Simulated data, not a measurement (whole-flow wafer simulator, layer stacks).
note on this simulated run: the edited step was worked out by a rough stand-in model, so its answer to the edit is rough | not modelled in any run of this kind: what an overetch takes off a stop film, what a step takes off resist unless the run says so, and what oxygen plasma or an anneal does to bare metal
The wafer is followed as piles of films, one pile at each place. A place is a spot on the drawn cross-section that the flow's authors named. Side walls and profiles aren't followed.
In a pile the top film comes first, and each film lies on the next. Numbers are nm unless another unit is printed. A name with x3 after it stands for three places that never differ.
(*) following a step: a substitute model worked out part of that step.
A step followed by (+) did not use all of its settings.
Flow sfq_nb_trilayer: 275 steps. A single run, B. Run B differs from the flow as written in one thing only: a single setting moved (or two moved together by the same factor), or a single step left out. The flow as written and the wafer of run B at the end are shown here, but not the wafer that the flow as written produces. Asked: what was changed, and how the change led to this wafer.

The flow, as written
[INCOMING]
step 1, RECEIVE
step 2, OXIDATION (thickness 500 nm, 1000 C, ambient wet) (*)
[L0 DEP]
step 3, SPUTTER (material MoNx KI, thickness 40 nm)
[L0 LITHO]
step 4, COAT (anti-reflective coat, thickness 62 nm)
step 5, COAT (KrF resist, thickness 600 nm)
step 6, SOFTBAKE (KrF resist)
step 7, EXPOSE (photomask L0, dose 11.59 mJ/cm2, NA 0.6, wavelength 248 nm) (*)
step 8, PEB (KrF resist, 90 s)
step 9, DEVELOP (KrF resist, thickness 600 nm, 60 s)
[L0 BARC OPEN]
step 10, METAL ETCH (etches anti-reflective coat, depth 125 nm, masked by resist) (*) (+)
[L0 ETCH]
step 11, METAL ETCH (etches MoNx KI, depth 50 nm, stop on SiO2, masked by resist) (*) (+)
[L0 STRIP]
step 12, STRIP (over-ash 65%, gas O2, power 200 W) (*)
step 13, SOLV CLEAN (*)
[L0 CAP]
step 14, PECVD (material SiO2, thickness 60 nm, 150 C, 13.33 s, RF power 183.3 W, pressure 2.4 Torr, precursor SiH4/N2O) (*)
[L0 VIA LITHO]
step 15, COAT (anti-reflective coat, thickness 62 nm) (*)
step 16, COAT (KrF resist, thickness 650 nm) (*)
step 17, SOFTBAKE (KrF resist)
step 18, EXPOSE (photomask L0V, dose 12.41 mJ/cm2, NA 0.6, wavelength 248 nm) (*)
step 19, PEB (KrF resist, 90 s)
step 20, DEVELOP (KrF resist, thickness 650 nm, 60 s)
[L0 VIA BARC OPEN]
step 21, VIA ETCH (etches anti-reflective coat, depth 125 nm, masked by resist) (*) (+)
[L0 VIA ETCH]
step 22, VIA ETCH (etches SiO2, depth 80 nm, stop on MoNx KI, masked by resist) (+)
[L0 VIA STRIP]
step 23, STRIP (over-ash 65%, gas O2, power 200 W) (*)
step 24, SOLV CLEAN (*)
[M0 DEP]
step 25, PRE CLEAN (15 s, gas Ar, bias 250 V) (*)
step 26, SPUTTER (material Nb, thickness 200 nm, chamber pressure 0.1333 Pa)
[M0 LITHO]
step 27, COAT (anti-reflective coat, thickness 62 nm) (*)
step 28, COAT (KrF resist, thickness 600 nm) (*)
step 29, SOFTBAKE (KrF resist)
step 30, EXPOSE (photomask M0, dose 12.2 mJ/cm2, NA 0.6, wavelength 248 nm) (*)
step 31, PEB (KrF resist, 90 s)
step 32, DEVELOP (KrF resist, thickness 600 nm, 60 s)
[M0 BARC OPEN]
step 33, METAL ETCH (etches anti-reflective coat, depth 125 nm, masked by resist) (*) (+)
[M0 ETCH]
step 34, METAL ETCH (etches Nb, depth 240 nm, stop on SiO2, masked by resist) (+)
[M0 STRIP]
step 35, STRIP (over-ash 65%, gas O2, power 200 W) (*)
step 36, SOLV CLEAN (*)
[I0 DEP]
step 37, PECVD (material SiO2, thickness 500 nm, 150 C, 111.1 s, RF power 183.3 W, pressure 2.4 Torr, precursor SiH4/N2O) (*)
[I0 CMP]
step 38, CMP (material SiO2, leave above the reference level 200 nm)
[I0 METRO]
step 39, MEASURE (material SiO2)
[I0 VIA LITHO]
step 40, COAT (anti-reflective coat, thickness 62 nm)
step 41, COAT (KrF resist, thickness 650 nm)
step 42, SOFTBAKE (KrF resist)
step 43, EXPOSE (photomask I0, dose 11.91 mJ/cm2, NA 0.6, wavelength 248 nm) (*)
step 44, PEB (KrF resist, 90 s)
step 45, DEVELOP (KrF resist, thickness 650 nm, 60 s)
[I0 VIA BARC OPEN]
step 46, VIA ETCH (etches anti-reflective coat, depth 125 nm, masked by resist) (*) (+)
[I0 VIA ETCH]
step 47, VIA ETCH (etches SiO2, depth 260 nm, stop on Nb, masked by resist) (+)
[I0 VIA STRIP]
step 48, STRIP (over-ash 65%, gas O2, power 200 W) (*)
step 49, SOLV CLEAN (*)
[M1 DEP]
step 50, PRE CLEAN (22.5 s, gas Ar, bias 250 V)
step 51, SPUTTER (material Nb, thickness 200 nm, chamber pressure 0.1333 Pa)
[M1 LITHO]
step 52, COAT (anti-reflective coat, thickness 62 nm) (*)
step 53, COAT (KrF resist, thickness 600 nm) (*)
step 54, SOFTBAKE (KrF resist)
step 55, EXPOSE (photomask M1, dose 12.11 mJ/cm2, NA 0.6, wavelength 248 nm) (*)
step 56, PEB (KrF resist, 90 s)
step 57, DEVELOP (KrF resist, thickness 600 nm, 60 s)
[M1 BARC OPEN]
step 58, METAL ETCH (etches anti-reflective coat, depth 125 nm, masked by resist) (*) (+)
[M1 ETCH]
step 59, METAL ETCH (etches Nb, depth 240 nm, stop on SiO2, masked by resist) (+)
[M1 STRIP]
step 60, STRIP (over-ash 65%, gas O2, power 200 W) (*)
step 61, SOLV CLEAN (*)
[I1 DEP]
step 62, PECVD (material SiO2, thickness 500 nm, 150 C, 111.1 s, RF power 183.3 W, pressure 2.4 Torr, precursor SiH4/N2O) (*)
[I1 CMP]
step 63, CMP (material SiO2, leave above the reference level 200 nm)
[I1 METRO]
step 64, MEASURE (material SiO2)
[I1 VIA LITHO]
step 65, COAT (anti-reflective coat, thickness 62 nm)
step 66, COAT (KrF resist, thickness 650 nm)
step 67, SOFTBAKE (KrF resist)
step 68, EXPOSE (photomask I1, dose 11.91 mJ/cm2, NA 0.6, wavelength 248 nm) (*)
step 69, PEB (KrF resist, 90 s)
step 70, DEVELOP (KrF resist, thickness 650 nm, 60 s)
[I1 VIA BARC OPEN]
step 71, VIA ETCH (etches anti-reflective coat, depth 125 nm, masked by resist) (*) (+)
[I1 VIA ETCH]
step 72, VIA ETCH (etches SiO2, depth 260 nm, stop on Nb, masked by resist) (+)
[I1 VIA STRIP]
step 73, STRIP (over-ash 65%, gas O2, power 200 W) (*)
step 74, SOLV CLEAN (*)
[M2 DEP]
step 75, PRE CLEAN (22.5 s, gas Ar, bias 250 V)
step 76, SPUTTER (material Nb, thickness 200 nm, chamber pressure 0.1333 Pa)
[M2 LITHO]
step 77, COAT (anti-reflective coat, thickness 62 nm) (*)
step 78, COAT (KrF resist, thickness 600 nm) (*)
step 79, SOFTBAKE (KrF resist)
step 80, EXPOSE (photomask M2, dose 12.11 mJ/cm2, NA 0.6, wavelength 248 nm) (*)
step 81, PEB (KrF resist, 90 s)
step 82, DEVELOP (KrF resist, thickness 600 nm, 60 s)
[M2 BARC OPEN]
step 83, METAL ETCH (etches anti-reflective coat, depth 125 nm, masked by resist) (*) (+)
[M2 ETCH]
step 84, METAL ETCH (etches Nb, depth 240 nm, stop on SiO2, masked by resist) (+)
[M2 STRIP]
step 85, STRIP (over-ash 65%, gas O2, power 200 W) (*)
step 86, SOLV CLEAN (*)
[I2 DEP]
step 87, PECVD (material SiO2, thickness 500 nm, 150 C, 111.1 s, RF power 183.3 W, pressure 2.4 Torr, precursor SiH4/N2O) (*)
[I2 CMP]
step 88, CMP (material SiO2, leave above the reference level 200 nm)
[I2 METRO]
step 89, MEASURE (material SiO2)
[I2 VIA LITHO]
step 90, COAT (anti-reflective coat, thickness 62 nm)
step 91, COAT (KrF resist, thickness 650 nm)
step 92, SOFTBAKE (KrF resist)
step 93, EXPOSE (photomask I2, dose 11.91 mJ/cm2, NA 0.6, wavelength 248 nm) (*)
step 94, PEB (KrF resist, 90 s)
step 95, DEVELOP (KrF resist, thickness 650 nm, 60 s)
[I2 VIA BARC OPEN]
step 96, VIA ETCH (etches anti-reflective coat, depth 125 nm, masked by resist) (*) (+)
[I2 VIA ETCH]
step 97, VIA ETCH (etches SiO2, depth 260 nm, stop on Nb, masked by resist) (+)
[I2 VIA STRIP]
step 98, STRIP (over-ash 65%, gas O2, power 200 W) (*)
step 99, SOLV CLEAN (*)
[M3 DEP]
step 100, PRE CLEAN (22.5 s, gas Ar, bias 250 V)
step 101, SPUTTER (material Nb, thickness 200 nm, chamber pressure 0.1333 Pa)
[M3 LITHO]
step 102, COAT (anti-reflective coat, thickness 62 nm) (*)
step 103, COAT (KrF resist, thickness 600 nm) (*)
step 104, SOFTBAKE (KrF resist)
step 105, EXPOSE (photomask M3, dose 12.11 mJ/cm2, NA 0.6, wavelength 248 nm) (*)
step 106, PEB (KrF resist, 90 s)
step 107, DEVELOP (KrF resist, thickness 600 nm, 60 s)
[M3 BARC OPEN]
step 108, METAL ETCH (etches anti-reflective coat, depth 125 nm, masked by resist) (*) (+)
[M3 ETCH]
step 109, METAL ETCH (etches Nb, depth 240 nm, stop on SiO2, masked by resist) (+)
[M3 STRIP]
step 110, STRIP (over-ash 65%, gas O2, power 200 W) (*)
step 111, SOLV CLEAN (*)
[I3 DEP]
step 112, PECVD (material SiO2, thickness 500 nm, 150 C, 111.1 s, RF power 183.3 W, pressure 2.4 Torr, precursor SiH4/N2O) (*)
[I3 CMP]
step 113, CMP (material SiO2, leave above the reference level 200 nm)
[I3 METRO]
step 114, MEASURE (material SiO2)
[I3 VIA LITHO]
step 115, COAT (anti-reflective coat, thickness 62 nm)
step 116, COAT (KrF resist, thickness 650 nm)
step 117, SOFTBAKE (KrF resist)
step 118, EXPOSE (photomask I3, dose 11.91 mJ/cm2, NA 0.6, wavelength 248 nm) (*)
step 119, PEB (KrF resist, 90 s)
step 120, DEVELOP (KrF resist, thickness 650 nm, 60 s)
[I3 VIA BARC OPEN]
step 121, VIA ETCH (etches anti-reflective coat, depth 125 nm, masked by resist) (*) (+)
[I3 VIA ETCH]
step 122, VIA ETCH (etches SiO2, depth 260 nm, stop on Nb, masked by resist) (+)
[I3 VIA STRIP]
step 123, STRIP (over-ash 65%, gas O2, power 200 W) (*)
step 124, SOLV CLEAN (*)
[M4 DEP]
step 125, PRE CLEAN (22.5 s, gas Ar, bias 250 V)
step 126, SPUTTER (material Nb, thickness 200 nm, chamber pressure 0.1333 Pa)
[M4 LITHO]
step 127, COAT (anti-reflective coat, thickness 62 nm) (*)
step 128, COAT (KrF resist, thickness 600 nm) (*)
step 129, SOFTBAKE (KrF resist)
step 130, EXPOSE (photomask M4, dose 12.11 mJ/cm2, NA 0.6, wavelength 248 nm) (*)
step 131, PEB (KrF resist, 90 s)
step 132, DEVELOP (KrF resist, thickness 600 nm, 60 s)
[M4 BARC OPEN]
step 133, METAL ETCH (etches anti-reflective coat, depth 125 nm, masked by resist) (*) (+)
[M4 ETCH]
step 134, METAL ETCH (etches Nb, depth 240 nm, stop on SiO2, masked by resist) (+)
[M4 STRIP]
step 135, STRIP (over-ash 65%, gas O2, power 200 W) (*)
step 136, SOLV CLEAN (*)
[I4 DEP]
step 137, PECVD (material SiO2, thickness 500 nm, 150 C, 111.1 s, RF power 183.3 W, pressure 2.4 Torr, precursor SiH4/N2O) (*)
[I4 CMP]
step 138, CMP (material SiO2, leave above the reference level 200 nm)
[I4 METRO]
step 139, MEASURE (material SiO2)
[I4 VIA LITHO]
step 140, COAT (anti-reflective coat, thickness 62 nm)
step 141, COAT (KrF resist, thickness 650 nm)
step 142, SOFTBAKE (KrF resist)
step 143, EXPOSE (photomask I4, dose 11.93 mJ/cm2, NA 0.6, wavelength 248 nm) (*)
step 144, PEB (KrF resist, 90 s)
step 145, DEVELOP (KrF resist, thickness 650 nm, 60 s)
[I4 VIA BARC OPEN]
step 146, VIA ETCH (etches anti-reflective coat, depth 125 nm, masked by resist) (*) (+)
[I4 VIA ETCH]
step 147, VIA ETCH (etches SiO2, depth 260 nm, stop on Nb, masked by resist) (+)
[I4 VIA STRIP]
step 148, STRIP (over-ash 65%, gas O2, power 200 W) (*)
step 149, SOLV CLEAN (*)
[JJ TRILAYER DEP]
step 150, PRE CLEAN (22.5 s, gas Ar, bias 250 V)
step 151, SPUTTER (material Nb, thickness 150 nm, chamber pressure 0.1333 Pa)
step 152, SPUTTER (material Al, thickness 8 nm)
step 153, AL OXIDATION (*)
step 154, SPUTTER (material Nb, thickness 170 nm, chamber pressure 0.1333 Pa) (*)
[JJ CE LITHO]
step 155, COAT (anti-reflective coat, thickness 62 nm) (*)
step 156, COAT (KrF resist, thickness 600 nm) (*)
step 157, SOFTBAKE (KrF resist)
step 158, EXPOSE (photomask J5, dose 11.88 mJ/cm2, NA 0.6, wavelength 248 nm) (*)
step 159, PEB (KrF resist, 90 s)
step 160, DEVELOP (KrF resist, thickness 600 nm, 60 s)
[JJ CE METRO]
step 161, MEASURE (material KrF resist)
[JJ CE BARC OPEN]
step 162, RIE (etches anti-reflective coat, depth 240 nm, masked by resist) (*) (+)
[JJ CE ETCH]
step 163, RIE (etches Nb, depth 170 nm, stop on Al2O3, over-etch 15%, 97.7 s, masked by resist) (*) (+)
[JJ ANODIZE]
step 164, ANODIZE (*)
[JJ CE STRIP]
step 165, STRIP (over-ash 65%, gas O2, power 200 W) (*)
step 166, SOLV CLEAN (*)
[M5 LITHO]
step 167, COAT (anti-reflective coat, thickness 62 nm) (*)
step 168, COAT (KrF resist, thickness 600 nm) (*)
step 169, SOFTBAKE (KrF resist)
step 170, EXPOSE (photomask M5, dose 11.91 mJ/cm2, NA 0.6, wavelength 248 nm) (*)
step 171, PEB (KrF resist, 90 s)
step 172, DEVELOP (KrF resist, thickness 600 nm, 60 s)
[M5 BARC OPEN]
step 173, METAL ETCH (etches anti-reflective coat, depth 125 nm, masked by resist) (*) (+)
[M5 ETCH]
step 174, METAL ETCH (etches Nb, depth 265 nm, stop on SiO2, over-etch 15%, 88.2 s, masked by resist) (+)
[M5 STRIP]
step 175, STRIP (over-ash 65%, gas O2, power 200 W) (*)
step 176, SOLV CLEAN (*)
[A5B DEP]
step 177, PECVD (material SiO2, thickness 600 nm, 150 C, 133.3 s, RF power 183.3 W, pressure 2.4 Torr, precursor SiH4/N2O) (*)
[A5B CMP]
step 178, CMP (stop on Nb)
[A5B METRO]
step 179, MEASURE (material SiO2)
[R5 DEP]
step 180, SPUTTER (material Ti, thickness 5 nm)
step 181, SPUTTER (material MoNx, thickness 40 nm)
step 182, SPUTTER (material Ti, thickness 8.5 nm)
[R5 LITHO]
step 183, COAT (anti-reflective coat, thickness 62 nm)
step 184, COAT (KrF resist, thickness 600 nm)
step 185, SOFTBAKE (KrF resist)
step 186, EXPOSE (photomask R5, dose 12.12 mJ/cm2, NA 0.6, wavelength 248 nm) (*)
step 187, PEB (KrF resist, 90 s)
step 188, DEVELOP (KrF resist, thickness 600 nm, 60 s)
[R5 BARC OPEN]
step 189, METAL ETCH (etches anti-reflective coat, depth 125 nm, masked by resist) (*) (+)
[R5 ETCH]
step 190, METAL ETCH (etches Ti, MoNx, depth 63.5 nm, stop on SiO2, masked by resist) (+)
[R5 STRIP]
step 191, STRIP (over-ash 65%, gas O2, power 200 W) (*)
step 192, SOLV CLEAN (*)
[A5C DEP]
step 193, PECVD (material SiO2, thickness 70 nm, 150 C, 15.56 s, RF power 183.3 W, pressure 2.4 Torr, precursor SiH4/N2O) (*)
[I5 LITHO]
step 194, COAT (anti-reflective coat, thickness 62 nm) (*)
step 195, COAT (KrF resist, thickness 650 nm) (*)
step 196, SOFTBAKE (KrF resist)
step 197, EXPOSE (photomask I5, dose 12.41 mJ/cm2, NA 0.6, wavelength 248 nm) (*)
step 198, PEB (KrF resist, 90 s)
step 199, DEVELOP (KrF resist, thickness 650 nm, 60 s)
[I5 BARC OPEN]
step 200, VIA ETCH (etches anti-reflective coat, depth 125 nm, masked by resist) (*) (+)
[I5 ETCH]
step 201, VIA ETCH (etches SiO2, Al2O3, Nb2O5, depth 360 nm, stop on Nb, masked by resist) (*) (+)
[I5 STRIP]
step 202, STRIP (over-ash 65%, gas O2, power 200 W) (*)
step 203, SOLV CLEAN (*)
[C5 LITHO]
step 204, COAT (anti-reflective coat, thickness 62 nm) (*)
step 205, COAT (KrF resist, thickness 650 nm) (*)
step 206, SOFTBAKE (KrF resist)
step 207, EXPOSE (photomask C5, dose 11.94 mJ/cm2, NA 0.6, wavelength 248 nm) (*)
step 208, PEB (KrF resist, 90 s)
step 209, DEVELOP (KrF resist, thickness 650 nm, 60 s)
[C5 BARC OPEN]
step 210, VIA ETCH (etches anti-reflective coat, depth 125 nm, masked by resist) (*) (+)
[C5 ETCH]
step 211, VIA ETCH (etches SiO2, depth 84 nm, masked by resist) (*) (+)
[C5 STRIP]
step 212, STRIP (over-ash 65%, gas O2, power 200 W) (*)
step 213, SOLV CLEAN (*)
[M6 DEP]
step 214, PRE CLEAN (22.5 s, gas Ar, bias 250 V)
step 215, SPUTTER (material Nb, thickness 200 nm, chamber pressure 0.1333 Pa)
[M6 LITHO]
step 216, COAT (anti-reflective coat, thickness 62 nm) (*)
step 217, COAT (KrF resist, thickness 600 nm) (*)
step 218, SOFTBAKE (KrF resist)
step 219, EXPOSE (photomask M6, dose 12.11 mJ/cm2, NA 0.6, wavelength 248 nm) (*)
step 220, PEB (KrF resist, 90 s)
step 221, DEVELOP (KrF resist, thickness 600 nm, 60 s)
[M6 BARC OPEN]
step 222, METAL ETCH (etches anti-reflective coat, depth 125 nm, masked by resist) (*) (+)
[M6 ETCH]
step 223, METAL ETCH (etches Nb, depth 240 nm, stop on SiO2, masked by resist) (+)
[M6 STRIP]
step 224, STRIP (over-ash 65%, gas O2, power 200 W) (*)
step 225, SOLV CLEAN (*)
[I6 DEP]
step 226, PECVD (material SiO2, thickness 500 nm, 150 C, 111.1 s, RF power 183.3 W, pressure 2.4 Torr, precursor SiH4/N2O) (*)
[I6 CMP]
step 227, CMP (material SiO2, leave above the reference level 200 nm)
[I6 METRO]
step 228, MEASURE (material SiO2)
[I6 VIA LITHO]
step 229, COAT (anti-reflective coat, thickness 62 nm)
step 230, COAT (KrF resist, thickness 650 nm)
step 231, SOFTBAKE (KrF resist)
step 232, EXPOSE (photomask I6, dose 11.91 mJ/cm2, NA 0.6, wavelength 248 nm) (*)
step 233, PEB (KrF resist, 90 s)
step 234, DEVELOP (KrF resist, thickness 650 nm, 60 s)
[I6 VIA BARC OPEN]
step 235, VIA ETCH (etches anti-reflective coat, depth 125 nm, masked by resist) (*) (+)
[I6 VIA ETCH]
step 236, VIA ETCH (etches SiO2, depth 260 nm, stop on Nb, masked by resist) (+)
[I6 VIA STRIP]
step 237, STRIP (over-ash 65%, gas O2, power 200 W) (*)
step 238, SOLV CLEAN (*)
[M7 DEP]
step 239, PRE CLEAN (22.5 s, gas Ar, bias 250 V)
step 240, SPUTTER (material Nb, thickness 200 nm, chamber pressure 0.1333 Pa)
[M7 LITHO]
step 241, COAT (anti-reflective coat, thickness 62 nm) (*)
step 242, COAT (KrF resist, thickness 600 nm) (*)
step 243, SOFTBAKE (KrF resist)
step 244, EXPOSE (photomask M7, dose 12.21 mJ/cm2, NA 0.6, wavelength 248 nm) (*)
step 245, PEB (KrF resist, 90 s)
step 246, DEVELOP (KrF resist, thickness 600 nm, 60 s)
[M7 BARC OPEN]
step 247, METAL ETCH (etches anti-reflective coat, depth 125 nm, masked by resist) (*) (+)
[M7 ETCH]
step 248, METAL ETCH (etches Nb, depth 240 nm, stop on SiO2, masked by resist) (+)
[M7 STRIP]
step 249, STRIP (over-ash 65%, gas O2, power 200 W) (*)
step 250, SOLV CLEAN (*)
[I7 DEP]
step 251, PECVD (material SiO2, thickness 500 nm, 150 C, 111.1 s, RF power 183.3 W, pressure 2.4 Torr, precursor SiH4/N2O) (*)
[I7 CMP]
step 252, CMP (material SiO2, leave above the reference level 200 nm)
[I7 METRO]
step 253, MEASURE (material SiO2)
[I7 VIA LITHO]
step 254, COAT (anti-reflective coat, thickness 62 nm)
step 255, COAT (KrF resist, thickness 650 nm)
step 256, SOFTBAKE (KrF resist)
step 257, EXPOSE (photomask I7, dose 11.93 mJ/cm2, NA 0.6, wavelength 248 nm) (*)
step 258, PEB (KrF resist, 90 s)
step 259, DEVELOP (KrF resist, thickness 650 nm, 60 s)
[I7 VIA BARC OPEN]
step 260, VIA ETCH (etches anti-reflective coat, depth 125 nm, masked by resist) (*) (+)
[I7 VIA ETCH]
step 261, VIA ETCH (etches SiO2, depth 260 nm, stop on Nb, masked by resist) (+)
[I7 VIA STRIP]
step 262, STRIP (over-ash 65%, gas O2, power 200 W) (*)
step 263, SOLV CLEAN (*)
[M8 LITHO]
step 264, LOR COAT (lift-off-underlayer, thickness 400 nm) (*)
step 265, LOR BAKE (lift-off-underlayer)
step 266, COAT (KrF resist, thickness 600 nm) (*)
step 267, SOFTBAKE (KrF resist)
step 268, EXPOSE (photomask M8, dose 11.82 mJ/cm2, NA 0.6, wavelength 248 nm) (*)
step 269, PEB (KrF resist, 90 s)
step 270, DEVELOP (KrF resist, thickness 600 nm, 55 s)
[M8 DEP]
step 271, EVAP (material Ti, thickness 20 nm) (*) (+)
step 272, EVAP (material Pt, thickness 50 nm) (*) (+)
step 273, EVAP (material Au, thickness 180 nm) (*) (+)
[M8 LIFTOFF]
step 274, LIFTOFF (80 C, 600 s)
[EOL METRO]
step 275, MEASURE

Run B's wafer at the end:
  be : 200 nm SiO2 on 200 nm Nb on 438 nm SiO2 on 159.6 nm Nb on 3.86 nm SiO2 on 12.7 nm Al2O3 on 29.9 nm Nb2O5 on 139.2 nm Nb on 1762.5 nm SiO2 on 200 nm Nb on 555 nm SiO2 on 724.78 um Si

Cause: step 201, VIA ETCH: depth 205 nm was run, whereas the flow has depth 360 nm.

How this came from the change, step by step:
  step 201, VIA ETCH (etches SiO2, Al2O3, Nb2O5, depth 360 nm, stop on Nb, masked by resist) (*) (+)
      be: -205 SiO2 (it would be, as written: -216.4 SiO2 (all of it), -12.7 Al2O3 (all of it), -29.9 Nb2O5 (all of it))
      field_l, v_sur, via_wl and 102 more: -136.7 KrF resist (it would be, as written: -240 KrF resist)
  step 202, STRIP (over-ash 65%, gas O2, power 200 W) (*)
      p4_fl, p4_fm, p4_w1 and 44 more: -436.5 KrF resist (all of it), -62 anti-reflective coat (all of it) (it would be, as written: -333.1 KrF resist (all of it), -62 anti-reflective coat (all of it))
      wl_b_sl, wl_b_m5, wl_b_sr, wl_c_sl, wl_f_sl, wl_f_m6, wl_f_sr, wl_g_sl: -436.3 KrF resist (all of it), -62 anti-reflective coat (all of it) (it would be, as written: -333 KrF resist (all of it), -62 anti-reflective coat (all of it))
      (as well as at 50 more places)
  step 204, COAT (anti-reflective coat, thickness 62 nm) (*)
      wire: +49 anti-reflective coat (new film) (it would be, as written: +47.4 anti-reflective coat (new film))
      be: +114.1 anti-reflective coat (new film) (it would be, as written: +122.2 anti-reflective coat (new film))
      (as well as at 1 more place)
  step 205, COAT (KrF resist, thickness 650 nm) (*)
      be: +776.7 KrF resist (new film) (it would be, as written: +815.3 KrF resist (new film))
  step 212, STRIP (over-ash 65%, gas O2, power 200 W) (*)
      wire: -558.8 KrF resist (all of it), -49 anti-reflective coat (all of it) (it would be, as written: -555.8 KrF resist (all of it), -47.4 anti-reflective coat (all of it))
      be: -689.6 KrF resist (all of it), -114.1 anti-reflective coat (all of it) (it would be, as written: -728.2 KrF resist (all of it), -122.2 anti-reflective coat (all of it))
      (as well as at 1 more place)
  step 214, PRE CLEAN (22.5 s, gas Ar, bias 250 V)
      be: -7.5 SiO2 (it would be, as written: -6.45 Nb)
  step 215, SPUTTER (material Nb, thickness 200 nm, chamber pressure 0.1333 Pa)
      be: +159.6 Nb (new film) (it would be, as written: +147.3 Nb)
  step 216, COAT (anti-reflective coat, thickness 62 nm) (*)
      wire: +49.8 anti-reflective coat (new film) (it would be, as written: +48.3 anti-reflective coat (new film))
      be: +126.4 anti-reflective coat (new film) (it would be, as written: +136.7 anti-reflective coat (new film))
      (as well as at 1 more place)
  step 217, COAT (KrF resist, thickness 600 nm) (*)
      be: +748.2 KrF resist (new film) (it would be, as written: +793.9 KrF resist (new film))
  step 224, STRIP (over-ash 65%, gas O2, power 200 W) (*)
      wire: -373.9 KrF resist (all of it), -49.8 anti-reflective coat (all of it) (it would be, as written: -369.8 KrF resist (all of it), -48.3 anti-reflective coat (all of it))
      be: -530.2 KrF resist (all of it), -126.4 anti-reflective coat (all of it) (it would be, as written: -575.8 KrF resist (all of it), -136.7 anti-reflective coat (all of it))
      (as well as at 1 more place)
  step 226, PECVD (material SiO2, thickness 500 nm, 150 C, 111.1 s, RF power 183.3 W, pressure 2.4 Torr, precursor SiH4/N2O) (*)
      be: +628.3 SiO2 (new film) (it would be, as written: +693.5 SiO2 (new film))
If metal films that touch count as one body, be has 4 bodies (between them, from the top down: SiO2 438; SiO2 3.86 / Al2O3 12.7 / Nb2O5 29.9; SiO2 1762.5); the flow as written gives 3 bodies (between them, from the top down: SiO2 503.2; SiO2 1762.5).
